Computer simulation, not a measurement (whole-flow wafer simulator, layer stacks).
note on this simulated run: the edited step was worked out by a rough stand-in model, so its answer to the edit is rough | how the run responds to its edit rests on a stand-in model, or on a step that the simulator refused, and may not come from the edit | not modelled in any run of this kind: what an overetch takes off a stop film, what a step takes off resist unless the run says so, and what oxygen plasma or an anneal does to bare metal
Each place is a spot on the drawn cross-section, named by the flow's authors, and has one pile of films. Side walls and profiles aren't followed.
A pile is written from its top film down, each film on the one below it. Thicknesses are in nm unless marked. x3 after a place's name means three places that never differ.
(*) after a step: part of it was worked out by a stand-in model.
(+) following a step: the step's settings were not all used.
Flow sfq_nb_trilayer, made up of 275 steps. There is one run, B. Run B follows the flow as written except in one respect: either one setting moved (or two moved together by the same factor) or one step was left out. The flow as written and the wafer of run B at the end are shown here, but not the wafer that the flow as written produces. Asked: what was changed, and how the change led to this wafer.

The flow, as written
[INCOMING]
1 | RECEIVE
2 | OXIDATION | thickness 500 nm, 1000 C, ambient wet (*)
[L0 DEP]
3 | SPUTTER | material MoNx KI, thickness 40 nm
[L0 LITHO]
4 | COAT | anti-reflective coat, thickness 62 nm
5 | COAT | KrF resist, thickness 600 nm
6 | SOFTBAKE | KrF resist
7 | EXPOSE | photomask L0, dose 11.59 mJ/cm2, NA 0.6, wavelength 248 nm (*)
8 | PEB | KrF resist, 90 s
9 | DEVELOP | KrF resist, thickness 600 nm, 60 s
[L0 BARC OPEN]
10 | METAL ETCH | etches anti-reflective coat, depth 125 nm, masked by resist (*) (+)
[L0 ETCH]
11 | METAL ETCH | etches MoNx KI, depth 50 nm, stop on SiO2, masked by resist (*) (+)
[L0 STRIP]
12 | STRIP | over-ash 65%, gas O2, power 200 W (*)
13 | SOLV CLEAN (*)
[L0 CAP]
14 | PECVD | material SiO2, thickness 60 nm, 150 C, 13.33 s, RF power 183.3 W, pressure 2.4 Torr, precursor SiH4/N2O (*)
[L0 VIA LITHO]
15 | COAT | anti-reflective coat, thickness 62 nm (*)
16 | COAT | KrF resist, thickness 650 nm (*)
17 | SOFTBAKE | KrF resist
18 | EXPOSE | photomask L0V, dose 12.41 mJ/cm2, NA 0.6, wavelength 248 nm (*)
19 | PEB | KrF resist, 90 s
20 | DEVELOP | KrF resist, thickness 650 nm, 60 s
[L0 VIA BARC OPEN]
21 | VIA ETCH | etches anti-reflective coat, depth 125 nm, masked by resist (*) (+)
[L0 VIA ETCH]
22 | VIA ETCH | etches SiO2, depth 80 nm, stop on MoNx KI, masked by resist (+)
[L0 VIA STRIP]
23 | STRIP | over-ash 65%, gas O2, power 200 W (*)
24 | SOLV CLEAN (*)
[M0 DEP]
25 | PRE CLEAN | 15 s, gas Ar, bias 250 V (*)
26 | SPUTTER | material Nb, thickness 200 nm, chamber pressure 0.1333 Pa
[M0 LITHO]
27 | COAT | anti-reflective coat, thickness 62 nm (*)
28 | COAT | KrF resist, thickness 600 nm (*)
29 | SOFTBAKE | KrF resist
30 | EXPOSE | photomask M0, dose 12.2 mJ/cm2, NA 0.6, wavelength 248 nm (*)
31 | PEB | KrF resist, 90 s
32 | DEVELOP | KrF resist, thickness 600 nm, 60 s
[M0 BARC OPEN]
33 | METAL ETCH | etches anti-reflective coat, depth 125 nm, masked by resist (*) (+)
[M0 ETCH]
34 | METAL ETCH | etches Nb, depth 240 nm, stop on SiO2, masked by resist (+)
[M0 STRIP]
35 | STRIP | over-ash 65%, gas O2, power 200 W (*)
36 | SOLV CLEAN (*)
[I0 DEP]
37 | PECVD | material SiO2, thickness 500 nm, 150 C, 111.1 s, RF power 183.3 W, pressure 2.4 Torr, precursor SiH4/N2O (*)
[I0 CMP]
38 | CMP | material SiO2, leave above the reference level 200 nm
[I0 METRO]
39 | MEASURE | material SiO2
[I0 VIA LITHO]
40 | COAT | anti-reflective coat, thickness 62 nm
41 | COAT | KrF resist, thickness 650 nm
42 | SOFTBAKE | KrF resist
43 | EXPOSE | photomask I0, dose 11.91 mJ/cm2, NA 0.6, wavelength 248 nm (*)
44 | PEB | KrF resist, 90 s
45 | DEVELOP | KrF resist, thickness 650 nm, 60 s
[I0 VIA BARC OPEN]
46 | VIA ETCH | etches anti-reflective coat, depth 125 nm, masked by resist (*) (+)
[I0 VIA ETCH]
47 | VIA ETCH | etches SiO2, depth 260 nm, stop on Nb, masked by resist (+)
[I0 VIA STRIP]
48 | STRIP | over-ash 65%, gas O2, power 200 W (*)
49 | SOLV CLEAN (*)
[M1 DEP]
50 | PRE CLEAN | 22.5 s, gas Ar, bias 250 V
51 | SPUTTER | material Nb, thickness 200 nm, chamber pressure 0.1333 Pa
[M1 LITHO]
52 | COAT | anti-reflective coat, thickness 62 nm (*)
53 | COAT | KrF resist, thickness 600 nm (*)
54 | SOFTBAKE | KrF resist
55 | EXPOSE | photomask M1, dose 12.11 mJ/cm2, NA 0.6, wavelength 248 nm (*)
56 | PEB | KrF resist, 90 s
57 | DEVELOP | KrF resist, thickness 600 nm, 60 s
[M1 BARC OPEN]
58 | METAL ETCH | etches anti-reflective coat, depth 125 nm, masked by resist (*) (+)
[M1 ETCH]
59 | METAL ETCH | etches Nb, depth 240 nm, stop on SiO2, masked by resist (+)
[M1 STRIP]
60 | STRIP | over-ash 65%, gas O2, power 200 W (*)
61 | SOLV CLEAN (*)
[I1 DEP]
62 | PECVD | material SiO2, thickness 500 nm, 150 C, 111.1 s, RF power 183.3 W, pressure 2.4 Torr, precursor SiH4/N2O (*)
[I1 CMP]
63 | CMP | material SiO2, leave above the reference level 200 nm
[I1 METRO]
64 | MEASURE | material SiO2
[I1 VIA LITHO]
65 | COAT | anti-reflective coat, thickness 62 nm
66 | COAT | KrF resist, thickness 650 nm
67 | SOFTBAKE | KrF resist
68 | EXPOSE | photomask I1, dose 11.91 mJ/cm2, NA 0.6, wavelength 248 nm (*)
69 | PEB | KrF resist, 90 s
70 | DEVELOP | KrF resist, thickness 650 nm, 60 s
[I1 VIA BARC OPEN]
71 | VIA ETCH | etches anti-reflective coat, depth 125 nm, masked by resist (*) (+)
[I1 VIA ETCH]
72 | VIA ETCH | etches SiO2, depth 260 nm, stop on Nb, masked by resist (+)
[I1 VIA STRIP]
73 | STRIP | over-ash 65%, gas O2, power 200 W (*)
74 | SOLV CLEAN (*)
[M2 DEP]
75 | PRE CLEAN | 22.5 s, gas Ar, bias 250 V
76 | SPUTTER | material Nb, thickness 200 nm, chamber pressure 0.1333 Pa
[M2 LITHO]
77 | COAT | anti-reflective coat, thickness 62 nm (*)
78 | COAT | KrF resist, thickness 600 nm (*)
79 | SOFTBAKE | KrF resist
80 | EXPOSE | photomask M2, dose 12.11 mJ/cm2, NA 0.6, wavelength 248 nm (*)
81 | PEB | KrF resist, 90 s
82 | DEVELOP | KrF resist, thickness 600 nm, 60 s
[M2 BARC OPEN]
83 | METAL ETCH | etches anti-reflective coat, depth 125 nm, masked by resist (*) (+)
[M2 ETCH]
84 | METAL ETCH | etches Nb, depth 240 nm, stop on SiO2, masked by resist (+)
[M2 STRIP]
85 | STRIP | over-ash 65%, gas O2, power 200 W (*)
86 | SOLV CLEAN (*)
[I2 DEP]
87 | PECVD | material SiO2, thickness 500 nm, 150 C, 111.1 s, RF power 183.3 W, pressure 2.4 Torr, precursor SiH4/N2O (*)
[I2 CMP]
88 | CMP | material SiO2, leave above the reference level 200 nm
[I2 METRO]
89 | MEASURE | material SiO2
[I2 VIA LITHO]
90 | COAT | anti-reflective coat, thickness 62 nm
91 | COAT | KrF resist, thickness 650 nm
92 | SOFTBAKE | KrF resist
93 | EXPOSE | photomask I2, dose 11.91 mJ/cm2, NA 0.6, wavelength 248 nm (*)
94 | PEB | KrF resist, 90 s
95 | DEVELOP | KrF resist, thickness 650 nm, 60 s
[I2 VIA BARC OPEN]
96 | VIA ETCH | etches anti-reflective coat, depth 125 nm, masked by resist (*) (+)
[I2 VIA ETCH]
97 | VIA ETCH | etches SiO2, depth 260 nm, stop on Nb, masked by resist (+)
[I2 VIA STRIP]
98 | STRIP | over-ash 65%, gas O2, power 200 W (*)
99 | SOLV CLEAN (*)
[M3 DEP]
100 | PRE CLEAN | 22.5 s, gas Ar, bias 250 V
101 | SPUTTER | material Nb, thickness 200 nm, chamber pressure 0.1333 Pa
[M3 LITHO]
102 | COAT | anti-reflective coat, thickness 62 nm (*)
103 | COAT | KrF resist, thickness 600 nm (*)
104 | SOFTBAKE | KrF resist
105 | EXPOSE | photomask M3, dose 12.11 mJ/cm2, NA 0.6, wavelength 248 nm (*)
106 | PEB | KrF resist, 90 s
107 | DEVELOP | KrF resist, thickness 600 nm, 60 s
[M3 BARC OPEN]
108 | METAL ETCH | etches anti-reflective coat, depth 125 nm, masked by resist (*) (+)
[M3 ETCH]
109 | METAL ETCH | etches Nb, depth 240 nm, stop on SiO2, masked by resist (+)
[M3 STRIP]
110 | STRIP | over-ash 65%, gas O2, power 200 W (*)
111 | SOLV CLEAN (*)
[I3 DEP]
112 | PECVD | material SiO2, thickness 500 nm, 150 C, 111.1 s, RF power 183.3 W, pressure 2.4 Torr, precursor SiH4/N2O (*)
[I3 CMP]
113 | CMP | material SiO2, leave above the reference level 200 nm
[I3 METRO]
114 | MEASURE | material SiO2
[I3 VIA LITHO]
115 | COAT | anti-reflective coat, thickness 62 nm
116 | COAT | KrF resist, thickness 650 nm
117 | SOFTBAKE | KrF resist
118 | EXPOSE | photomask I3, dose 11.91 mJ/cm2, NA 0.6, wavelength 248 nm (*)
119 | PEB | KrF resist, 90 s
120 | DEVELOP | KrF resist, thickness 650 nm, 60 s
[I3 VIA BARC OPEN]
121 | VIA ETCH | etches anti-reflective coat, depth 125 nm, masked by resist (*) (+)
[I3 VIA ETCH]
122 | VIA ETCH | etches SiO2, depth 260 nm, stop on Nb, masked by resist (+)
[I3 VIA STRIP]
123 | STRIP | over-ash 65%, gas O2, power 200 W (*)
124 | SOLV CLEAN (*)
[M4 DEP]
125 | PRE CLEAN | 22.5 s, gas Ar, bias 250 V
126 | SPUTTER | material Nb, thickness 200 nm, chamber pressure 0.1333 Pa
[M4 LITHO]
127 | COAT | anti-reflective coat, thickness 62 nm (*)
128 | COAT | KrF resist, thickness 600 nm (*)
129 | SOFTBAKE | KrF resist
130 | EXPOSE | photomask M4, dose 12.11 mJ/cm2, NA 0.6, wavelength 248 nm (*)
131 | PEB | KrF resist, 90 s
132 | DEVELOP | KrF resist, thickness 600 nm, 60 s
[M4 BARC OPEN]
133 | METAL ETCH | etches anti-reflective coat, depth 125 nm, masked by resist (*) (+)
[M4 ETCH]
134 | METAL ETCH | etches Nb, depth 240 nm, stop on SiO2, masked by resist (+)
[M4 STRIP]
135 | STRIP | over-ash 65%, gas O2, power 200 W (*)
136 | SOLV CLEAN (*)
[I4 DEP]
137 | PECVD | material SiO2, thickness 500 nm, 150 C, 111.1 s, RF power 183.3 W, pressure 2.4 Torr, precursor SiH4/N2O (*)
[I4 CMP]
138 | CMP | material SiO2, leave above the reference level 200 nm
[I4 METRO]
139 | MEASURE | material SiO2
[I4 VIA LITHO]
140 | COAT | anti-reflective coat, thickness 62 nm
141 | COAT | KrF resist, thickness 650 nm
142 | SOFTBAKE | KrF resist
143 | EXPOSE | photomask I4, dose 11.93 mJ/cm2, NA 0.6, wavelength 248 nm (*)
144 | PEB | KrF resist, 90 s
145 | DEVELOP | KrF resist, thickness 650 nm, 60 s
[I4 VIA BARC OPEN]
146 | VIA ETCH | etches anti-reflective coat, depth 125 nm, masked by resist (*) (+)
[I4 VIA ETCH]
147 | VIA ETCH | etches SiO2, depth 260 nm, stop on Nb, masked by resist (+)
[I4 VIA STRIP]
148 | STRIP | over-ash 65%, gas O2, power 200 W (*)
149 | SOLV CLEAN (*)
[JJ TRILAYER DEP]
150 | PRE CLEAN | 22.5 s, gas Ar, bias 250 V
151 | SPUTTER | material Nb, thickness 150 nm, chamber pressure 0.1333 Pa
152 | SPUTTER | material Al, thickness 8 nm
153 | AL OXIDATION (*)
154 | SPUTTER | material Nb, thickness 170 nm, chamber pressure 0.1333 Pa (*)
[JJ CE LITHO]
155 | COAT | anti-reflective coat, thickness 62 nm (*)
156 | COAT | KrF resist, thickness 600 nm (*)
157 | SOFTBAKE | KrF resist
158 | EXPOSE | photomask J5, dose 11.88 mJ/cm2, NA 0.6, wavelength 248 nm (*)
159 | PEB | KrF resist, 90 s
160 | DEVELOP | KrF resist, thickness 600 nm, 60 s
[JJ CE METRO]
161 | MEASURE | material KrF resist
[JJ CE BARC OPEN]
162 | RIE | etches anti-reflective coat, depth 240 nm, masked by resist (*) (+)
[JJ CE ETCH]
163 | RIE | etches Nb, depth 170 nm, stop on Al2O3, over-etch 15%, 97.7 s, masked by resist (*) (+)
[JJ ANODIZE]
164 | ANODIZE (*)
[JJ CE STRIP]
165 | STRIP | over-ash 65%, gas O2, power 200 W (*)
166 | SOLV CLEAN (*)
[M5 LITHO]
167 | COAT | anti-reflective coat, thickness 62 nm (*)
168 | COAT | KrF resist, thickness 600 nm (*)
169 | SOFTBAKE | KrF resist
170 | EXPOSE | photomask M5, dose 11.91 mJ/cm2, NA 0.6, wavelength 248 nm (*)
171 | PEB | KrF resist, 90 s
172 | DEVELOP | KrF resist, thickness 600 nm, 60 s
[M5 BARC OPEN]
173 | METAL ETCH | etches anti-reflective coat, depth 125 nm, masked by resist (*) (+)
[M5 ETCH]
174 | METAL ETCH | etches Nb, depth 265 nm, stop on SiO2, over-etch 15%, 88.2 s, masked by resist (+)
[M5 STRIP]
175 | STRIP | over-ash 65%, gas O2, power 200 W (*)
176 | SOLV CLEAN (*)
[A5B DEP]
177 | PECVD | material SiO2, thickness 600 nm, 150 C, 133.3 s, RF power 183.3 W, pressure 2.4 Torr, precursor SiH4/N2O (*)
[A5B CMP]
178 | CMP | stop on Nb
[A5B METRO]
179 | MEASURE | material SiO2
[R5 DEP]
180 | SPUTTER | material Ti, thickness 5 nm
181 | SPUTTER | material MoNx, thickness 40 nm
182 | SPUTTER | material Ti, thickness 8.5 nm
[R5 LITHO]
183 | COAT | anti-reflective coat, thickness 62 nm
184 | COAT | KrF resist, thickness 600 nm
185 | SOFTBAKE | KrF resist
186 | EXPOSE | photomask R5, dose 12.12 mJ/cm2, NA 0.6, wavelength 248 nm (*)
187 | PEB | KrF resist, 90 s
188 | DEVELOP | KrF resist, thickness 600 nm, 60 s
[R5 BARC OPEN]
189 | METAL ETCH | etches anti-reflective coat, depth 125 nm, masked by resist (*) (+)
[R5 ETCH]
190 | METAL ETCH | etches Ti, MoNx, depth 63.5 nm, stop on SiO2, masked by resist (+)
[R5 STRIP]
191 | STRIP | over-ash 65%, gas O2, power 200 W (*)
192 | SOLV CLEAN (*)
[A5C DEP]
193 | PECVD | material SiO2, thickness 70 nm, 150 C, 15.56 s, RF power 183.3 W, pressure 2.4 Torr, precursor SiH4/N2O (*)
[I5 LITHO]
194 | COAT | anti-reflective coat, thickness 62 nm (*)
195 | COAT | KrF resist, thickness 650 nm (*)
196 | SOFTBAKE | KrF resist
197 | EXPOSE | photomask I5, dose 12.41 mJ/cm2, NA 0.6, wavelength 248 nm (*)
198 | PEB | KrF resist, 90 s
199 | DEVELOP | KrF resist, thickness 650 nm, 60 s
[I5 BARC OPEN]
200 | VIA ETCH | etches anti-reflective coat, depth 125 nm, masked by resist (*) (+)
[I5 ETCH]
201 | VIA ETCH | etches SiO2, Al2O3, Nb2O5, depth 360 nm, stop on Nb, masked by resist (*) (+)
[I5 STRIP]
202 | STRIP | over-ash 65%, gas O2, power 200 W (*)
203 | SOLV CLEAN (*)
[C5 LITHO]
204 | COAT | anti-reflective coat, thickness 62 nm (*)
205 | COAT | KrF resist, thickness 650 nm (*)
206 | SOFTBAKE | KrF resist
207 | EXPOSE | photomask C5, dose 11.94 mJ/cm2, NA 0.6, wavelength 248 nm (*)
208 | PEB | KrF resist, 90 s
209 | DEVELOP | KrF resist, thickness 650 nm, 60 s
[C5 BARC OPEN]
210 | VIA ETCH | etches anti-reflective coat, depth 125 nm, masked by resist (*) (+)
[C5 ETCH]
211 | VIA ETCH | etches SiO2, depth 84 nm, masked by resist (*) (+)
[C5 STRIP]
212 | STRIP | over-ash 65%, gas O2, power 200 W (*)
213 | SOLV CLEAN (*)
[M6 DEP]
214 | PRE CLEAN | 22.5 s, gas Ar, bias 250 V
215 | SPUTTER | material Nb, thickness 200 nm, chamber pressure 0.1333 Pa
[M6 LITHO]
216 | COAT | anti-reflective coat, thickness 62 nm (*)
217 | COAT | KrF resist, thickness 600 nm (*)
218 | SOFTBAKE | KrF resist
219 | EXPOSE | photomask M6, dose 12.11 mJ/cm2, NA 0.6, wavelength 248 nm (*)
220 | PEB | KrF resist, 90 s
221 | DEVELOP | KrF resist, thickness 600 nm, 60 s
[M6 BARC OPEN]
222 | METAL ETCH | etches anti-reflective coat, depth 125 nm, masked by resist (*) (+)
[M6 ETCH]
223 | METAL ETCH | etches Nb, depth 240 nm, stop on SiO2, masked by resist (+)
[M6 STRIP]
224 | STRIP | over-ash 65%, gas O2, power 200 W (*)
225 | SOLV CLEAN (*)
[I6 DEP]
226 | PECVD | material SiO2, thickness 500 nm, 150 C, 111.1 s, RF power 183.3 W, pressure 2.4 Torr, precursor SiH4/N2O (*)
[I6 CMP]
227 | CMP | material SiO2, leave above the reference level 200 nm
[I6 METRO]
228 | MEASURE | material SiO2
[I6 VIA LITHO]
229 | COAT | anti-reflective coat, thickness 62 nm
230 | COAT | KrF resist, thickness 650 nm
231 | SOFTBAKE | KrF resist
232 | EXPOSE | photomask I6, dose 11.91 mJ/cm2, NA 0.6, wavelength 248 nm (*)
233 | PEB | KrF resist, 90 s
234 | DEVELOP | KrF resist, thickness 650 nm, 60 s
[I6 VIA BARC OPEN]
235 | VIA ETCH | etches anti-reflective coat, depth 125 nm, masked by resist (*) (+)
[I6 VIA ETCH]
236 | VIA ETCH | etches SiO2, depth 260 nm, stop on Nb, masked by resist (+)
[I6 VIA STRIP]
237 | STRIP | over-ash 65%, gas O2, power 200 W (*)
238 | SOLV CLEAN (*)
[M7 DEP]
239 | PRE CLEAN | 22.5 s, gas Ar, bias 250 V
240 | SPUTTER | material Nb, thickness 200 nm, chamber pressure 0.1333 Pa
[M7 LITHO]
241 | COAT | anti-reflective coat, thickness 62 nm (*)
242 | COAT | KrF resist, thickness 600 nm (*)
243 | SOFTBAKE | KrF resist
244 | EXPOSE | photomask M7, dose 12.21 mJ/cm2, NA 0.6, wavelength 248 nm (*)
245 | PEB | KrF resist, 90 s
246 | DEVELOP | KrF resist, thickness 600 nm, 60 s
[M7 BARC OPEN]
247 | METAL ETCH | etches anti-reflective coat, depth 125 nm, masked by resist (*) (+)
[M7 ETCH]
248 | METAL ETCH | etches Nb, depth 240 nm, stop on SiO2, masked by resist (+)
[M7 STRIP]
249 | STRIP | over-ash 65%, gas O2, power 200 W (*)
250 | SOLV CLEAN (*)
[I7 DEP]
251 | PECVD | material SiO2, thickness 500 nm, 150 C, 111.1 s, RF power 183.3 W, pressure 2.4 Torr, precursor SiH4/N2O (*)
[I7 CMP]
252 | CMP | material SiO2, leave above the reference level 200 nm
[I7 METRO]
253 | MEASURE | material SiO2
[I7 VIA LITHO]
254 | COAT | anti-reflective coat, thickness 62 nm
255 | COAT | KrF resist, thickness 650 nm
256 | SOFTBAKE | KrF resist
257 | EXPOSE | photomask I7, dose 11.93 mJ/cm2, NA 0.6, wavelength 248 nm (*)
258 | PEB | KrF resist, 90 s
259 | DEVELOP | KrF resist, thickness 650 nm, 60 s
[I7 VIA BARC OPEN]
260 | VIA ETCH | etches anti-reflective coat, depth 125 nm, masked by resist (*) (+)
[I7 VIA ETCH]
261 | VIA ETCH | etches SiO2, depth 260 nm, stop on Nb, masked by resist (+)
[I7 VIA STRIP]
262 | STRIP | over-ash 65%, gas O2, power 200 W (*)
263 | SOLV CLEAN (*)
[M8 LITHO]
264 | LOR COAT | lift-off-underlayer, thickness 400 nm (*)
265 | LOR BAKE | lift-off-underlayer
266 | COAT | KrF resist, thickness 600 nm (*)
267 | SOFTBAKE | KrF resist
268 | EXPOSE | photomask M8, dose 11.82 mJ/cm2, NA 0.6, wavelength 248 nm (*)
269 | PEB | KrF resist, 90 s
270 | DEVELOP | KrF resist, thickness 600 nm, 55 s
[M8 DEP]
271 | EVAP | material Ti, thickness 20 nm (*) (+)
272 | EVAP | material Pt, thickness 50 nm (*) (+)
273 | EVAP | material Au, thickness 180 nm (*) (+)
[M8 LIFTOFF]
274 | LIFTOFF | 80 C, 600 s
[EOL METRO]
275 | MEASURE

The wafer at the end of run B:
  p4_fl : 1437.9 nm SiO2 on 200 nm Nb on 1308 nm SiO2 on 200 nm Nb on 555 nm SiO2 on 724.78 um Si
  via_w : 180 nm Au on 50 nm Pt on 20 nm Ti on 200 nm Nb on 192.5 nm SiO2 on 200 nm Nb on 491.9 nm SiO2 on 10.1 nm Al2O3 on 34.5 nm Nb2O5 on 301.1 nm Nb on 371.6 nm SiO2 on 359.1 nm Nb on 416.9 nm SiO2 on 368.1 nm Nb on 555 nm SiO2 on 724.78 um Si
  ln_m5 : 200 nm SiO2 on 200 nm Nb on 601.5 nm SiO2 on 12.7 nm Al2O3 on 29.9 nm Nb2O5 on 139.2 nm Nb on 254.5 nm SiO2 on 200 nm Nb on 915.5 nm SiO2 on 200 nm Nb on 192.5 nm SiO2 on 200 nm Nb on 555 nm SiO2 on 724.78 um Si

The reason: step 112, PECVD: thickness 338 nm was run, whereas the flow has thickness 500 nm; step 112, PECVD: 75 s was run, where the flow has 111.1 s.

How this came from the change, step by step:
  112 | PECVD | material SiO2, thickness 500 nm, 150 C, 111.1 s, RF power 183.3 W, pressure 2.4 Torr, precursor SiH4/N2O (*)
      field_l, be, be_sur and 64 more: +338 SiO2 (it would be, as written: +500 SiO2)
      v_sur, via_wl, via_wr and 27 more: +338 SiO2 (new film) (it would be, as written: +500 SiO2 (new film))
      (and at 9 other places as well)
  113 | CMP | material SiO2, leave above the reference level 200 nm
      field_l, be, be_sur and 64 more: nothing (it would be, as written: -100 SiO2)
      p4_g1, p4_g2, p3_s0, p3_s1, p3_s2, p3_s3, p3_s4, p3_s5: nothing (it would be, as written: -157.1 SiO2)
      (and at 31 other places as well)
  115 | COAT | anti-reflective coat, thickness 62 nm
      m0r_line_l x2, m6r_line_l x2, m7r_line_l x2: +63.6 anti-reflective coat (new film) (it would be, as written: +62 anti-reflective coat (new film))
      m0r_space_l x2, m6r_space_l x2, m7r_space_l x2: +70.8 anti-reflective coat (new film) (it would be, as written: +62 anti-reflective coat (new film))
      (and at 72 other places as well)
  116 | COAT | KrF resist, thickness 650 nm
      p3_l2, p3_l3: +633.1 KrF resist (new film) (it would be, as written: +650 KrF resist (new film))
      v_sur: +624.6 KrF resist (new film) (it would be, as written: +650 KrF resist (new film))
      (and at 28 other places as well)
  120 | DEVELOP | KrF resist, thickness 650 nm, 60 s
      via_v: -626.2 KrF resist (all of it) (it would be, as written: -648.6 KrF resist (all of it))
  121 | VIA ETCH | etches anti-reflective coat, depth 125 nm, masked by resist (*) (+)
      field_l, v_sur, via_wl and 102 more: -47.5 KrF resist (it would be, as written: -51.7 KrF resist)
      via_v: -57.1 anti-reflective coat (all of it), -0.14 SiO2 (it would be, as written: -62 anti-reflective coat (all of it), -0.16 SiO2)
  123 | STRIP | over-ash 65%, gas O2, power 200 W (*)
      m0r_line_l x2, m6r_line_l x2, m7r_line_l x2: -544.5 KrF resist (all of it), -63.6 anti-reflective coat (all of it) (it would be, as written: -528.6 KrF resist (all of it), -62 anti-reflective coat (all of it))
      m0r_space_l x2, m6r_space_l x2, m7r_space_l x2: -539.7 KrF resist (all of it), -70.8 anti-reflective coat (all of it) (it would be, as written: -528.6 KrF resist (all of it), -62 anti-reflective coat (all of it))
      (and at 72 other places as well)
  127 | COAT | anti-reflective coat, thickness 62 nm (*)
      m0r_line_l x2, m6r_line_l x2, m7r_line_l x2, m8r_gap_c: +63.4 anti-reflective coat (new film) (it would be, as written: +62 anti-reflective coat (new film))
      m0r_space_l x2, m6r_space_l x2, m7r_space_l x2: +69.3 anti-reflective coat (new film) (it would be, as written: +62 anti-reflective coat (new film))
      (and at 71 other places as well)
  128 | COAT | KrF resist, thickness 600 nm (*)
      p3_s3, r5r_line_r: +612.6 KrF resist (new film) (it would be, as written: +600 KrF resist (new film))
      wl_c_sr, wl_e_m5: +586.8 KrF resist (new film) (it would be, as written: +600 KrF resist (new film))
      (and at 34 other places as well)
  132 | DEVELOP | KrF resist, thickness 600 nm, 60 s
      p3_s2, p3_s3: -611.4 KrF resist (all of it) (it would be, as written: -598.7 KrF resist (all of it))
      m5r_linepad_l, m5r_linepad_r: -585.8 KrF resist (all of it) (it would be, as written: -598.7 KrF resist (all of it))
      (and at 14 other places as well)
  133 | METAL ETCH | etches anti-reflective coat, depth 125 nm, masked by resist (*) (+)
      v_sur, via_wl, via_w and 36 more: -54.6 KrF resist (it would be, as written: -51.7 KrF resist)
      m0r_line_l x2, m6r_line_l x2, m7r_line_l x2, m8r_gap_c: -63.4 anti-reflective coat (all of it) (it would be, as written: -62 anti-reflective coat (all of it))
      (and at 41 other places as well)
  135 | STRIP | over-ash 65%, gas O2, power 200 W (*)
      wl_a_sl, wl_b_sr: -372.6 KrF resist (all of it), -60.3 anti-reflective coat (all of it) (it would be, as written: -382.4 KrF resist (all of it), -62 anti-reflective coat (all of it))
      wl_a_m6, wl_b_m5: -373 KrF resist (all of it), -60.4 anti-reflective coat (all of it) (it would be, as written: -382.4 KrF resist (all of it), -62 anti-reflective coat (all of it))
      (and at 32 other places as well)
  137 | PECVD | material SiO2, thickness 500 nm, 150 C, 111.1 s, RF power 183.3 W, pressure 2.4 Torr, precursor SiH4/N2O (*)
      p3_s0, p3_s1, p3_s2, p3_s3, p3_s4, p3_s5: +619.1 SiO2 (it would be, as written: +557.1 SiO2)
  138 | CMP | material SiO2, leave above the reference level 200 nm
      field_l, be, be_sur and 55 more: -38 SiO2 (it would be, as written: -100 SiO2)
      ln_m5, lsp_m, ln_m6, p4_fl, p4_fm, p4_g1, p4_g2, p4_fr: -238 SiO2 (it would be, as written: -300 SiO2)
      (and at 4 other places as well)
  147 | VIA ETCH | etches SiO2, depth 260 nm, stop on Nb, masked by resist (+)
      via_w: -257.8 SiO2 (all of it) (it would be, as written: -199.8 SiO2 (all of it))
  151 | SPUTTER | material Nb, thickness 150 nm, chamber pressure 0.1333 Pa
      via_w: +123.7 Nb (it would be, as written: +130.4 Nb)
  ... 12 other steps ...
  178 | CMP | stop on Nb
      via_w: -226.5 SiO2 (it would be, as written: -235.2 SiO2)
